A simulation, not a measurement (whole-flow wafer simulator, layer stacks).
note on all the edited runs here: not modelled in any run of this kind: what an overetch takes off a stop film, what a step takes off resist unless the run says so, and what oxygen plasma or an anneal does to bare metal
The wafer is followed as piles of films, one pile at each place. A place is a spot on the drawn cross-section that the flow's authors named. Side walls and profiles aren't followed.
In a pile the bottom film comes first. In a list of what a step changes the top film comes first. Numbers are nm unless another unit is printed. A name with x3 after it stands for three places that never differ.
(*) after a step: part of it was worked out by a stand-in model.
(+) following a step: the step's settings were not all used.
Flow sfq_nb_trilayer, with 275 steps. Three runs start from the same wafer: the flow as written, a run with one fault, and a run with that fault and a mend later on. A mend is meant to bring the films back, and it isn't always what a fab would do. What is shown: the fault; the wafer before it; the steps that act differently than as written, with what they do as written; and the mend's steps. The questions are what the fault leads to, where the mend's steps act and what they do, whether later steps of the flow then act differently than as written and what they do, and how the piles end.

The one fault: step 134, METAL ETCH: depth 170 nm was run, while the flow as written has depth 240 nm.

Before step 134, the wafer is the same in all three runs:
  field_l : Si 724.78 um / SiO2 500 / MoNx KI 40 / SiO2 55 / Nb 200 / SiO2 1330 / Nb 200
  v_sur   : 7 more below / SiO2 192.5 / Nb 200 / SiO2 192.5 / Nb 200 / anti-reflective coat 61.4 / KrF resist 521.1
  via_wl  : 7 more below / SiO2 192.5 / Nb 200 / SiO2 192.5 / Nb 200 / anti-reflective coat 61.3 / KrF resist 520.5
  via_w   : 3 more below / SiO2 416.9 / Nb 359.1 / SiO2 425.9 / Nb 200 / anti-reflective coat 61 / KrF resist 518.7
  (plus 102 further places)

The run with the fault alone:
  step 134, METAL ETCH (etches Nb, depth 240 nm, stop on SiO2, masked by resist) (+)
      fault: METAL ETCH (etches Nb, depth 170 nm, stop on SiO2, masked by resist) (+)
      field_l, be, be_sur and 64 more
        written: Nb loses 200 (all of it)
        fault: Nb loses 170
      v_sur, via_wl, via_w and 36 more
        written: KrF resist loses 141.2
        fault: KrF resist loses 100
  Steps later in the flow that act otherwise than as written:
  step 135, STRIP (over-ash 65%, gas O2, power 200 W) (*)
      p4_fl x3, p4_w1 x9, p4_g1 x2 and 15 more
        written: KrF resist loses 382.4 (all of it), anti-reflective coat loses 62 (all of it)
        fault: KrF resist loses 423.6 (all of it), anti-reflective coat loses 62 (all of it)
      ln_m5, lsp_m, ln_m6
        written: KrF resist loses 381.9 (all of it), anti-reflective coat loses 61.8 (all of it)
        fault: KrF resist loses 423.1 (all of it), anti-reflective coat loses 61.8 (all of it)
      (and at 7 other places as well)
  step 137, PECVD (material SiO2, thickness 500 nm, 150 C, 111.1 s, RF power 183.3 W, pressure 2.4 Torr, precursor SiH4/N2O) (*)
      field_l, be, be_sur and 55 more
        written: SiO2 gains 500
        fault: SiO2 gains 500 (new film)
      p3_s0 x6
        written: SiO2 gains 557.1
        fault: SiO2 gains 527.1 (new film)
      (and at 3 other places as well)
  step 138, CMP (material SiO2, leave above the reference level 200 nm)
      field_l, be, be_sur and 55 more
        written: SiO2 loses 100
        fault: SiO2 loses 130
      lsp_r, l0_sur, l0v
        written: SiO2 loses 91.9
        fault: SiO2 loses 123.1
  The piles end different from the flow's at field_l, be, be_sur and 64 more by more than 2% or 0.5 nm, whichever is larger.
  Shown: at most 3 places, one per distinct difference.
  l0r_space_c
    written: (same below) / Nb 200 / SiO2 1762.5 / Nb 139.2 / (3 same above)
    fault: (same below) / Nb 200 / SiO2 1370 / Nb 30 / SiO2 362.5 / Nb 139.2 / (3 same above)
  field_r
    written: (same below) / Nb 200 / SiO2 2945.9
    fault: (same below) / Nb 200 / SiO2 1370 / Nb 30 / SiO2 1545.9
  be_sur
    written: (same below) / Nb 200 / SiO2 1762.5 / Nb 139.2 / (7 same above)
    fault: (same below) / Nb 200 / SiO2 1370 / Nb 30 / SiO2 362.5 / Nb 139.2 / (7 same above)

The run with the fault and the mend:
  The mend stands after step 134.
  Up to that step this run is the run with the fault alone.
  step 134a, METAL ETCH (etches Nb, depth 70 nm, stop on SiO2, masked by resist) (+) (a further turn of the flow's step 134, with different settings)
      field_l, be, be_sur and 64 more
        Nb loses 30 (all of it)
      v_sur, via_wl, via_w and 36 more
        KrF resist loses 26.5
  Steps later in the flow that act otherwise than as written:
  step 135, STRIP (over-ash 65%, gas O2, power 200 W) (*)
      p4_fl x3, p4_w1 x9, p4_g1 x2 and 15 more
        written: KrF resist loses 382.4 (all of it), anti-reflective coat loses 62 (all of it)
        mend: KrF resist loses 397.1 (all of it), anti-reflective coat loses 62 (all of it)
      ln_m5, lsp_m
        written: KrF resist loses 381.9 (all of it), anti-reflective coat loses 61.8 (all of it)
        mend: KrF resist loses 396.6 (all of it), anti-reflective coat loses 61.8 (all of it)
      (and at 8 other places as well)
  By the end, the piles equal the flow's at every place that both follow.
